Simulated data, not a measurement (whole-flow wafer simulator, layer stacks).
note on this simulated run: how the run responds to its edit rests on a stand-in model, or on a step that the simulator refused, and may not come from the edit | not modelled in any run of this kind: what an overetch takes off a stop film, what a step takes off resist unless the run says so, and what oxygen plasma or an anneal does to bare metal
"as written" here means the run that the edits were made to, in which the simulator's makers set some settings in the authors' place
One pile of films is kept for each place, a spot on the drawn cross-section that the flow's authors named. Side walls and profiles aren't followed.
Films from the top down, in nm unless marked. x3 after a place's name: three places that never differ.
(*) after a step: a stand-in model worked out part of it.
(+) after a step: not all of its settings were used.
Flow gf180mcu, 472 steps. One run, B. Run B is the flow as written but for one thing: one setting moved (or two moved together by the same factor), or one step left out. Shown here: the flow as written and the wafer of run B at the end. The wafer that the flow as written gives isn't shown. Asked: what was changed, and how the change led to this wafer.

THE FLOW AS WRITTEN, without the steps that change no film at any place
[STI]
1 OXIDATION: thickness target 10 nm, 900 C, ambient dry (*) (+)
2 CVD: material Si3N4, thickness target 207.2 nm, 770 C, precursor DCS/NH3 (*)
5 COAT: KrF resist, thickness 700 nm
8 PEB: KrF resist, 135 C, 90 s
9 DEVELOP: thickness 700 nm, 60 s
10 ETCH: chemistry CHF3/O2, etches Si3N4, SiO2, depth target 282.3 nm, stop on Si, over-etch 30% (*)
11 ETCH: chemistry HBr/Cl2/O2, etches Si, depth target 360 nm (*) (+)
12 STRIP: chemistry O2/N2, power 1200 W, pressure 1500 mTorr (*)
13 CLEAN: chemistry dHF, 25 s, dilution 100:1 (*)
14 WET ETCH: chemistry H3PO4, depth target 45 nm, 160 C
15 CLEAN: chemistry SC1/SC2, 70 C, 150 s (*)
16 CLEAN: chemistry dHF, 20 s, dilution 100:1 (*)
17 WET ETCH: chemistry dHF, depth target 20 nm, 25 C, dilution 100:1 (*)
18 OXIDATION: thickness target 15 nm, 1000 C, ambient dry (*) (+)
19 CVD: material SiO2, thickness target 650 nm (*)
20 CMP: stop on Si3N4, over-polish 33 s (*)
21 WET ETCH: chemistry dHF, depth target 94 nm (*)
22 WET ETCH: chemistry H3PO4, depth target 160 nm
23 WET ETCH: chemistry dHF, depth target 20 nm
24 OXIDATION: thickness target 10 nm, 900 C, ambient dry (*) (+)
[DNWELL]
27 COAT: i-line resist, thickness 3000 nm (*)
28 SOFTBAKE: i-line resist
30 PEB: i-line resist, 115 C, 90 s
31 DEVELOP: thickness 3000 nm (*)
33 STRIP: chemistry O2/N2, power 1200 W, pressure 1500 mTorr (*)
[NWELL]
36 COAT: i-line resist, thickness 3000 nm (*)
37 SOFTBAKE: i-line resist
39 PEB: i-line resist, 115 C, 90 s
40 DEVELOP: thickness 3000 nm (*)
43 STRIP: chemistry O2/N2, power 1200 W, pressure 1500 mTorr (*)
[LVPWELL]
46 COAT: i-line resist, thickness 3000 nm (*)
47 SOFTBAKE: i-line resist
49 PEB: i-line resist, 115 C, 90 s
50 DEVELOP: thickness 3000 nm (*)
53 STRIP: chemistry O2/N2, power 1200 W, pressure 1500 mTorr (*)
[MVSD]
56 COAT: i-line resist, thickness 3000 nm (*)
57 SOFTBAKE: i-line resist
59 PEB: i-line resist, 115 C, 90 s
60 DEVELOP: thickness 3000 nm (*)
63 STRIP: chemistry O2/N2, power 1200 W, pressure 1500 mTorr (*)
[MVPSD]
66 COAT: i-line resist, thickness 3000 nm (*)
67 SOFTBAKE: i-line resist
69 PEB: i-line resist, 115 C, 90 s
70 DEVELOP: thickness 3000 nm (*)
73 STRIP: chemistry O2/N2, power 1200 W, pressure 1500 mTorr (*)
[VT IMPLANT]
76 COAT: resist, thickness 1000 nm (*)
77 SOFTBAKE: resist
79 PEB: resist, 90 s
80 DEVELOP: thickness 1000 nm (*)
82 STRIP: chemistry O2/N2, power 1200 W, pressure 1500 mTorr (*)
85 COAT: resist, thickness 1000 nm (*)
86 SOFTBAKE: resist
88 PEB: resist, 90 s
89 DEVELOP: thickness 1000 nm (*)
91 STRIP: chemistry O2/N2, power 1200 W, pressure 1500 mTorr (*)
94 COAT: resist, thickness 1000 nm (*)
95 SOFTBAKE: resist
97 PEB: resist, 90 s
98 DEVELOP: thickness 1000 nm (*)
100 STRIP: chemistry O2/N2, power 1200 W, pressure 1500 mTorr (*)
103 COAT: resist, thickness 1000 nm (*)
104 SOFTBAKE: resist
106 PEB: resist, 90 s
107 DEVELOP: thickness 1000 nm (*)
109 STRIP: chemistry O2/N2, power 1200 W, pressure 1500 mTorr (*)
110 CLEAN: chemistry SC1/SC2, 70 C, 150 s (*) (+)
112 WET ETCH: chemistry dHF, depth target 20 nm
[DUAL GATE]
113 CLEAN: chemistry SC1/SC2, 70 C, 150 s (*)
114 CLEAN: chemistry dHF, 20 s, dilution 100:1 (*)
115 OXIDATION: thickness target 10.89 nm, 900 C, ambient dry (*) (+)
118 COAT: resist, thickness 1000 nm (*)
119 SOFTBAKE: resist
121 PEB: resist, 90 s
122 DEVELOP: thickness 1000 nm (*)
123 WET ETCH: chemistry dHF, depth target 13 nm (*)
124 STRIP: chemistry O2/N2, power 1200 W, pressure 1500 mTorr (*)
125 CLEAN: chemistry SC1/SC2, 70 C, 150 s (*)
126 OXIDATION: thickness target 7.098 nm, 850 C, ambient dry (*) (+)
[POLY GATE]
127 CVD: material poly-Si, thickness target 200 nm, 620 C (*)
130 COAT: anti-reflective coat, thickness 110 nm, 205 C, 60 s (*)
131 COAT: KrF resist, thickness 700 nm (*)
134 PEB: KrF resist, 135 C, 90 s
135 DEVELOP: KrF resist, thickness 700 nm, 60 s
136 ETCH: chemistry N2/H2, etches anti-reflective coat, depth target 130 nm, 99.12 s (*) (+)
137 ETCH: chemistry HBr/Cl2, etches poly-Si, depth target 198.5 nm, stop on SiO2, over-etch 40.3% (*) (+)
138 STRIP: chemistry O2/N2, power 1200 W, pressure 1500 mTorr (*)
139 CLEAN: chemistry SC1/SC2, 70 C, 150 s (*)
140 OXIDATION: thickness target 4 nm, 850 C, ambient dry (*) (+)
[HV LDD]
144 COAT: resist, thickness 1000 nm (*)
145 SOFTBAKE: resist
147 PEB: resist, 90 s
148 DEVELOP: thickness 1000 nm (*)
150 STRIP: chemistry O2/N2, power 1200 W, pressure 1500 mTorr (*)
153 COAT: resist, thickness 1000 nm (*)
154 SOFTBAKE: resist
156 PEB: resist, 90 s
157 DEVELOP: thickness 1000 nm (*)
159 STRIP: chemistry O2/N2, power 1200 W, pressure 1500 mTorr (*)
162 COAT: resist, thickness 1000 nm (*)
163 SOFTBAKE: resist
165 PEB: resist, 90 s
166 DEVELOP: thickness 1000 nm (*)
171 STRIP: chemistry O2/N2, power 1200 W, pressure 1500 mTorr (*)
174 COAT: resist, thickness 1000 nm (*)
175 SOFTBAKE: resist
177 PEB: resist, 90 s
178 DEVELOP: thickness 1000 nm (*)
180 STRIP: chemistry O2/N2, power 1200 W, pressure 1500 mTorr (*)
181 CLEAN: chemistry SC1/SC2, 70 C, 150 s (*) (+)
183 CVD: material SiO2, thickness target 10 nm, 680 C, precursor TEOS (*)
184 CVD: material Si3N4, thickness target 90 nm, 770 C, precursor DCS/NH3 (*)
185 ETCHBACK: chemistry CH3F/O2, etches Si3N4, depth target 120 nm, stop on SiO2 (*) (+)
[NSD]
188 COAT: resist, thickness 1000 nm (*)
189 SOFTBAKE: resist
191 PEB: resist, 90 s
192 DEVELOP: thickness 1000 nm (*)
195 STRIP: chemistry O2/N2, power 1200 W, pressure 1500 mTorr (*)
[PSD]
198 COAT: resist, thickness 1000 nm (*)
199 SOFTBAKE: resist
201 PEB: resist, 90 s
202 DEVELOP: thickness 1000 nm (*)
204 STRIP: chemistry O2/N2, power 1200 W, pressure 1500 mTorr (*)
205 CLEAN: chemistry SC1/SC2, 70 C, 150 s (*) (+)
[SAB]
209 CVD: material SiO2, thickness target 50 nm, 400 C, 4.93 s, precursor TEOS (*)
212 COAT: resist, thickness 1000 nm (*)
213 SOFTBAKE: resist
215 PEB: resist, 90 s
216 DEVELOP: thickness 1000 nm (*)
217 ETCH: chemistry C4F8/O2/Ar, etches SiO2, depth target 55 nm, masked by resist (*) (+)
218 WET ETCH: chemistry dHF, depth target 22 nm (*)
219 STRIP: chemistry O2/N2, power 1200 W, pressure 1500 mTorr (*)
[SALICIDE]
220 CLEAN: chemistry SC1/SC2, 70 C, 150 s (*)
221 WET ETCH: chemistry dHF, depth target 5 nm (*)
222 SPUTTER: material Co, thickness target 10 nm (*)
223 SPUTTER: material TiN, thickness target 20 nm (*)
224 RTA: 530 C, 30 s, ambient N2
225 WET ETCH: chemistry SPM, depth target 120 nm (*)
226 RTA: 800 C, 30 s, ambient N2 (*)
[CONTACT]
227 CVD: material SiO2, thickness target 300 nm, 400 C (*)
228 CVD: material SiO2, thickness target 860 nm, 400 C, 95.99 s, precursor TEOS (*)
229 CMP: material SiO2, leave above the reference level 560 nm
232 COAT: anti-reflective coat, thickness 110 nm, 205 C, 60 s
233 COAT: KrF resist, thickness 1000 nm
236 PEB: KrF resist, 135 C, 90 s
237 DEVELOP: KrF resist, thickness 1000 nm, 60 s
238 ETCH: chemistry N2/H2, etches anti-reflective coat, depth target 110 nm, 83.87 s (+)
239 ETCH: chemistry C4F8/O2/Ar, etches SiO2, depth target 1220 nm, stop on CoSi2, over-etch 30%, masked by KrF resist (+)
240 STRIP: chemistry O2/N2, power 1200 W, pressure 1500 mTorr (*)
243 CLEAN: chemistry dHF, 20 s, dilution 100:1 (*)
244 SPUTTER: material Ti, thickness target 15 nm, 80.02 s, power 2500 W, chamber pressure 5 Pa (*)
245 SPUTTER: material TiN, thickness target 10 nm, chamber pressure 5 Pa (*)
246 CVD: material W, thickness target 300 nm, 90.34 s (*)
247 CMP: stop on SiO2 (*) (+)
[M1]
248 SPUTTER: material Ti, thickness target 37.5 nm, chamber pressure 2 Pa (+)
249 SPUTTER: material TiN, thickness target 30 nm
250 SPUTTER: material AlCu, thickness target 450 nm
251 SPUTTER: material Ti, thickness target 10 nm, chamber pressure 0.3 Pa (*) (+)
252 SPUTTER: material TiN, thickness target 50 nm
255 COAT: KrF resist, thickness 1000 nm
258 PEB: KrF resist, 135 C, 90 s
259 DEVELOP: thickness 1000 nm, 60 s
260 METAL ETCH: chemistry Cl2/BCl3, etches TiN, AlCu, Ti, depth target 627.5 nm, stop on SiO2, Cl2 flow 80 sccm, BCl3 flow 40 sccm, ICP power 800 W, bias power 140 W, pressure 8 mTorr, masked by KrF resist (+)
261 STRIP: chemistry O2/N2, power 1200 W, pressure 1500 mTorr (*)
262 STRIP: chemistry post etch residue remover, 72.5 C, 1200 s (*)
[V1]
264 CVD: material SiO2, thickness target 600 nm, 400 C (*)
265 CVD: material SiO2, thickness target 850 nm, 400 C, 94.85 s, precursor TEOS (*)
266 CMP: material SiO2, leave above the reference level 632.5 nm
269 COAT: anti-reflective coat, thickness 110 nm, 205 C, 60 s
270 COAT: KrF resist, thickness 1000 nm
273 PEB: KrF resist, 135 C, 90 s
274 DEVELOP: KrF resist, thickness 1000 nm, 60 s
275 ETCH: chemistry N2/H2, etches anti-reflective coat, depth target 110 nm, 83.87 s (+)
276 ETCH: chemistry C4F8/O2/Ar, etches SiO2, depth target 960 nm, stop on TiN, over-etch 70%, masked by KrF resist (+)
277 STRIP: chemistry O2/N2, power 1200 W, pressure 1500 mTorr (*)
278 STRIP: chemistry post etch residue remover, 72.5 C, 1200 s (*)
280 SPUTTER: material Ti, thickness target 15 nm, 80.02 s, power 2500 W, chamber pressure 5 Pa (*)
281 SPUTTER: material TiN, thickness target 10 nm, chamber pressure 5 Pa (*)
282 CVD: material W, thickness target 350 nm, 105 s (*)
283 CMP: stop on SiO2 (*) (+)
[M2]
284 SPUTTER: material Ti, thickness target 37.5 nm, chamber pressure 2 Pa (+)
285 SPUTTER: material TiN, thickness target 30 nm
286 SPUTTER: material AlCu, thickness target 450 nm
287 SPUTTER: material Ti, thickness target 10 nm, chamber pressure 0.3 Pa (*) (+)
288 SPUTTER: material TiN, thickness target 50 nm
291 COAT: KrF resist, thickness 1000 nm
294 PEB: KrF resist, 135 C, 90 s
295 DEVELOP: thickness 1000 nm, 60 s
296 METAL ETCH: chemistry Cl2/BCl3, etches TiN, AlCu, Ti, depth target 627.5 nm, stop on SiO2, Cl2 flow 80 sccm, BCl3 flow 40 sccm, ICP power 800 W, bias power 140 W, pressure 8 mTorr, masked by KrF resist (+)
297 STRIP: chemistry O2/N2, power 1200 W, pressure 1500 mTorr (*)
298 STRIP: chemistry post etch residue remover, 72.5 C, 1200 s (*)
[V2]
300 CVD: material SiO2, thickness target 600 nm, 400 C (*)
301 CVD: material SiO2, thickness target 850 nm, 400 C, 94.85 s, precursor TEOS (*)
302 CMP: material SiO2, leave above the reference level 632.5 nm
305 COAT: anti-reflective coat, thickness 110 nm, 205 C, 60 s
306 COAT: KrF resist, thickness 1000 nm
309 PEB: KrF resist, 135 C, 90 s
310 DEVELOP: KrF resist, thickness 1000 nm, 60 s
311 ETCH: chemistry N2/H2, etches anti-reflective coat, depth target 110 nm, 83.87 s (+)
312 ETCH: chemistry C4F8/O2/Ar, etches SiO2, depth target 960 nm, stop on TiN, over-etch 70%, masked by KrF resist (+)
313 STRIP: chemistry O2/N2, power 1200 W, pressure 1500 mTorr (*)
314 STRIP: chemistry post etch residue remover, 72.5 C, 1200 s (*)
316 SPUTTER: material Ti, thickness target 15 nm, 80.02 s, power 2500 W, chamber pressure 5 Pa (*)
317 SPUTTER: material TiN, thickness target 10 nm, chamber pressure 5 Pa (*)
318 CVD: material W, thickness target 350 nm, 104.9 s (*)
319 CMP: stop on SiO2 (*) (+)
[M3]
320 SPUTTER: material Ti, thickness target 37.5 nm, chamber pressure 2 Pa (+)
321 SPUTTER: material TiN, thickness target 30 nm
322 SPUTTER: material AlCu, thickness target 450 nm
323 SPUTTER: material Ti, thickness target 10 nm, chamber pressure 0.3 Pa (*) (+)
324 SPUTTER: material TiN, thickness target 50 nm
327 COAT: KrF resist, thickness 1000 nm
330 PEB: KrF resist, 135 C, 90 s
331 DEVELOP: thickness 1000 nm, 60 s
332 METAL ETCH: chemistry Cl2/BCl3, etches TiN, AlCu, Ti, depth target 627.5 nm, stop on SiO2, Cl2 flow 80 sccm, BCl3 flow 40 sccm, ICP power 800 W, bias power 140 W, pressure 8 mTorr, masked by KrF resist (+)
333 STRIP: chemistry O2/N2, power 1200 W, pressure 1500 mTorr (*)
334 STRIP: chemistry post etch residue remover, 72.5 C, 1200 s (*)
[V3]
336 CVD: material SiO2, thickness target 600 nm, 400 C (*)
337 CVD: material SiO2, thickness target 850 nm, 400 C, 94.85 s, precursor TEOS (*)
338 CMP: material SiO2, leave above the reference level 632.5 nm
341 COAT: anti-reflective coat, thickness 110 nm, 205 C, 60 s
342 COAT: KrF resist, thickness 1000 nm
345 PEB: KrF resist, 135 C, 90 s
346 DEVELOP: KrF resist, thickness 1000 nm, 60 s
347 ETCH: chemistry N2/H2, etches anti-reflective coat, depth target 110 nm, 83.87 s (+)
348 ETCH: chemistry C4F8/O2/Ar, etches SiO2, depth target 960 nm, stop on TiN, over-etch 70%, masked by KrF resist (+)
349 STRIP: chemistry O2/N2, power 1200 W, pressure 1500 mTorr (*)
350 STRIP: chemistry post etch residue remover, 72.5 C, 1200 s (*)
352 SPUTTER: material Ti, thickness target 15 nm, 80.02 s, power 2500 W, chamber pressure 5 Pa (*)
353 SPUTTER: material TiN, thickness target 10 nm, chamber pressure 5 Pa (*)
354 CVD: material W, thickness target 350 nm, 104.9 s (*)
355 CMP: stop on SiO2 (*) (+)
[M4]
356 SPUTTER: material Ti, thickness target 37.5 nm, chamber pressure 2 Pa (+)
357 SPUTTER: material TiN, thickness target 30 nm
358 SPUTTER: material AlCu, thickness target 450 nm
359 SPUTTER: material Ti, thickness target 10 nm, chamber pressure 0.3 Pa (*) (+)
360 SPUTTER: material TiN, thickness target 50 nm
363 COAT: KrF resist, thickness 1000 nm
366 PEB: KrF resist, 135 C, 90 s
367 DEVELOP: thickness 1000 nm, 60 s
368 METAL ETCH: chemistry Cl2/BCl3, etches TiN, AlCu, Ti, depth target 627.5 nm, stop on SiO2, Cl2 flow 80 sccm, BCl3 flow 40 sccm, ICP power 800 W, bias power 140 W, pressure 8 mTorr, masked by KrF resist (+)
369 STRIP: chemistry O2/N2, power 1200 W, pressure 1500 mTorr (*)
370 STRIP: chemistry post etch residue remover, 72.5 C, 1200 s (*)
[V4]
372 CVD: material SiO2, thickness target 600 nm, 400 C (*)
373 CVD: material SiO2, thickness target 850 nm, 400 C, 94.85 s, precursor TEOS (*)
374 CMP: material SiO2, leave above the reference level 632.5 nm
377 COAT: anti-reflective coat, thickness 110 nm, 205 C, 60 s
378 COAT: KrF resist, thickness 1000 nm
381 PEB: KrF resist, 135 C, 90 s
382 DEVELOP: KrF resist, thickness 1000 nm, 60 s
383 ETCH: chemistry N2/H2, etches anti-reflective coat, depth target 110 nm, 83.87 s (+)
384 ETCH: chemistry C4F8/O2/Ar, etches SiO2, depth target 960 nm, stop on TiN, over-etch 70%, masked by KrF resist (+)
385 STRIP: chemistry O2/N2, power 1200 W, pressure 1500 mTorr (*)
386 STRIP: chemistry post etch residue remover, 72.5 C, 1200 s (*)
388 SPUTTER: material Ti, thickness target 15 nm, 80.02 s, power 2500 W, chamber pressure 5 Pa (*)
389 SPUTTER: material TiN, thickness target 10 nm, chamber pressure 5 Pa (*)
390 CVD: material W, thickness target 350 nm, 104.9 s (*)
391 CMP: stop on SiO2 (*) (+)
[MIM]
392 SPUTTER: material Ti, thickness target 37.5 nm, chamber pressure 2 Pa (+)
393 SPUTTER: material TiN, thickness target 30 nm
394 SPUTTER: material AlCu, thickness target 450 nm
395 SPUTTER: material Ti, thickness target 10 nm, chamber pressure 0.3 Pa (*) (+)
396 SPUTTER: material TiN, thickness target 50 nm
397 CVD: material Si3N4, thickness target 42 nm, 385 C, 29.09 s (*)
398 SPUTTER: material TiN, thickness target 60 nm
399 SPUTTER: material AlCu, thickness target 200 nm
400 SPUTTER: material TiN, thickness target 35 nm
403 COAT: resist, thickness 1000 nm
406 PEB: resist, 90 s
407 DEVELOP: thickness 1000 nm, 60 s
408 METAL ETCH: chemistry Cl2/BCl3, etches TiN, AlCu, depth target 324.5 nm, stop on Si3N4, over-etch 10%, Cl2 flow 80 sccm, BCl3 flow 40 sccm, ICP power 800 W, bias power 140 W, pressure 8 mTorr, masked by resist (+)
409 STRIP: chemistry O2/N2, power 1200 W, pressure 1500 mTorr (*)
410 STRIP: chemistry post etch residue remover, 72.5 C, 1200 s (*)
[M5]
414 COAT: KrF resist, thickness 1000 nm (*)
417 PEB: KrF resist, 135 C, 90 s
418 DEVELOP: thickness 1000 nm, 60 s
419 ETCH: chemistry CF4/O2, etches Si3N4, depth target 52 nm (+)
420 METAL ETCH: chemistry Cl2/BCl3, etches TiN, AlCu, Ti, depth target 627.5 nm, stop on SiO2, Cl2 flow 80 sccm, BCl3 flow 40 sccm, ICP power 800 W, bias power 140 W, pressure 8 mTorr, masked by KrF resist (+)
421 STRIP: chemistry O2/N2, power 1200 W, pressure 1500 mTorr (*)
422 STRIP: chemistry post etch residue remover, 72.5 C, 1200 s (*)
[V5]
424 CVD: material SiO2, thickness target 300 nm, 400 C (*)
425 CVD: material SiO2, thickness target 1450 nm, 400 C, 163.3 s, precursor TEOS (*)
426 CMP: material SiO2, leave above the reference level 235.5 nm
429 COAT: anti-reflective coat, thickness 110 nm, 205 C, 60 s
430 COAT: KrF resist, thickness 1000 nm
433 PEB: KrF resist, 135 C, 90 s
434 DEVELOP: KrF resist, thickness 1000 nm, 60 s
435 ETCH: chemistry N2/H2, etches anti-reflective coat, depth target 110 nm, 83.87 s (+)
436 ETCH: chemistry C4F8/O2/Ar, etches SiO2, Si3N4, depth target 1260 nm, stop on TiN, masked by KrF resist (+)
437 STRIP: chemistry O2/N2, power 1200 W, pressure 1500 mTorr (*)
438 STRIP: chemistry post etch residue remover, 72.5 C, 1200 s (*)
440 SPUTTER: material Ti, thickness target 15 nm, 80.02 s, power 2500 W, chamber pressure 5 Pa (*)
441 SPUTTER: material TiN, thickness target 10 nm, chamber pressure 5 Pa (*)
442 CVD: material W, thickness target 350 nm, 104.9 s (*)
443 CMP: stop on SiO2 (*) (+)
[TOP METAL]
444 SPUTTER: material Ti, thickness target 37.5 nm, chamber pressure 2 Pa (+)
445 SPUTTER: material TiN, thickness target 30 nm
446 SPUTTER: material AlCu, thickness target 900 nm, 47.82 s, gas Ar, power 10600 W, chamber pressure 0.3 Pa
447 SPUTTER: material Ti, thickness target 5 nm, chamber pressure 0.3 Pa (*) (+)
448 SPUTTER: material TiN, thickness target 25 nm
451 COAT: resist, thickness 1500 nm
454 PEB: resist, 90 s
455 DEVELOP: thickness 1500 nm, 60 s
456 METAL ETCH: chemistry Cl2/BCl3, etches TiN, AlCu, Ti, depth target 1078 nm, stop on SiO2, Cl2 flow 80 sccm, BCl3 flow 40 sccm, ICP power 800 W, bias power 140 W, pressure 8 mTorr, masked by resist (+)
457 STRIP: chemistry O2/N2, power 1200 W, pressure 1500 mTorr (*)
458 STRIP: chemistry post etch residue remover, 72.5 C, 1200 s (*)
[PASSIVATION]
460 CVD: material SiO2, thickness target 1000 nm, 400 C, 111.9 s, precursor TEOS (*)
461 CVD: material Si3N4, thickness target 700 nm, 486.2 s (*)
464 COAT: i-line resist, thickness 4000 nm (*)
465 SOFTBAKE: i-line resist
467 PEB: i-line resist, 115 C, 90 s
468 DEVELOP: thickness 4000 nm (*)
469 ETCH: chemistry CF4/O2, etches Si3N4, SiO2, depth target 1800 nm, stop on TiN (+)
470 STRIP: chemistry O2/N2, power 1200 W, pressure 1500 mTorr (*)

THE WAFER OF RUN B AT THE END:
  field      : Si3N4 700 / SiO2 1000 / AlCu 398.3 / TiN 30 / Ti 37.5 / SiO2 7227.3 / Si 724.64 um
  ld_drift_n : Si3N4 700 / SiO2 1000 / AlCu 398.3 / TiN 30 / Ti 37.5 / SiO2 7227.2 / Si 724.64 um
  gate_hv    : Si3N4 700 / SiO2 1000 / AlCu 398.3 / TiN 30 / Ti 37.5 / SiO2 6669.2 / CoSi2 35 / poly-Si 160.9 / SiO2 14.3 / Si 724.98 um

The cause: step 446, SPUTTER: 76.51 s was run, where the flow has 47.82 s.

How the change led to this, step by step:
  446 SPUTTER: material AlCu, thickness target 900 nm, 47.82 s, gas Ar, power 10600 W, chamber pressure 0.3 Pa
      field, field__w1, field__w2 and 109 more: AlCu +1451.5 (new film) (as written it would be: AlCu +900 (new film))
  456 METAL ETCH: chemistry Cl2/BCl3, etches TiN, AlCu, Ti, depth target 1078 nm, stop on SiO2, Cl2 flow 80 sccm, BCl3 flow 40 sccm, ICP power 800 W, bias power 140 W, pressure 8 mTorr, masked by resist (+)
      field, field__w1, field__w2 and 103 more: TiN -25 (all of it), Ti -5 (all of it), AlCu -1047.5 (as written it would be: TiN -25 (all of it), Ti -5 (all of it), AlCu -900 (all of it), TiN -30 (all of it), Ti -37.5 (all of it))
  458 STRIP: chemistry post etch residue remover, 72.5 C, 1200 s (*)
      field, field__w1, field__w2 and 103 more: AlCu -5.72 (as written it would be: nothing)
  460 CVD: material SiO2, thickness target 1000 nm, 400 C, 111.9 s, precursor TEOS (*)
      field, field__w1, field__w2 and 103 more: SiO2 +1000 (new film) (as written it would be: SiO2 +1000)
  464 COAT: i-line resist, thickness 4000 nm (*)
      field__w8: i-line resist +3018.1 (new film) (as written it would be: i-line resist +3093.1 (new film))
      contact: i-line resist +3059.2 (new film) (as written it would be: i-line resist +3153.6 (new film))
      (and at 4 more places)
  465 SOFTBAKE: i-line resist
      field__w5, field__w9: i-line resist +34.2 (as written it would be: i-line resist +37.3)
      field__w11, field__w13: i-line resist +35.5 (as written it would be: i-line resist +37.9)
      (and at 56 more places)
  467 PEB: i-line resist, 115 C, 90 s
      field__w8, m1__w1: i-line resist -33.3 (as written it would be: i-line resist -34.7)
      contact, m1: i-line resist -33.6 (as written it would be: i-line resist -35.1)
      (and at 2 more places)
  468 DEVELOP: thickness 4000 nm (*)
      pad: i-line resist -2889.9 (all of it) (as written it would be: i-line resist -2974.8 (all of it))
  470 STRIP: chemistry O2/N2, power 1200 W, pressure 1500 mTorr (*)
      field__w8, m1__w1: i-line resist -1705.3 (all of it) (as written it would be: i-line resist -1787.7 (all of it))
      contact: i-line resist -1722 (all of it) (as written it would be: i-line resist -1811.2 (all of it))
      (and at 2 more places)
Counting metal films that touch as one body, field has 1 body; the flow as written gives 0 bodies.
Counting metal films that touch as one body, ld_drift_n has 1 body; the flow as written gives 0 bodies.
Counting metal films that touch as one body, gate_hv has 2 bodies (between them, from the top down: SiO2 6669.2); the flow as written gives 1 body.
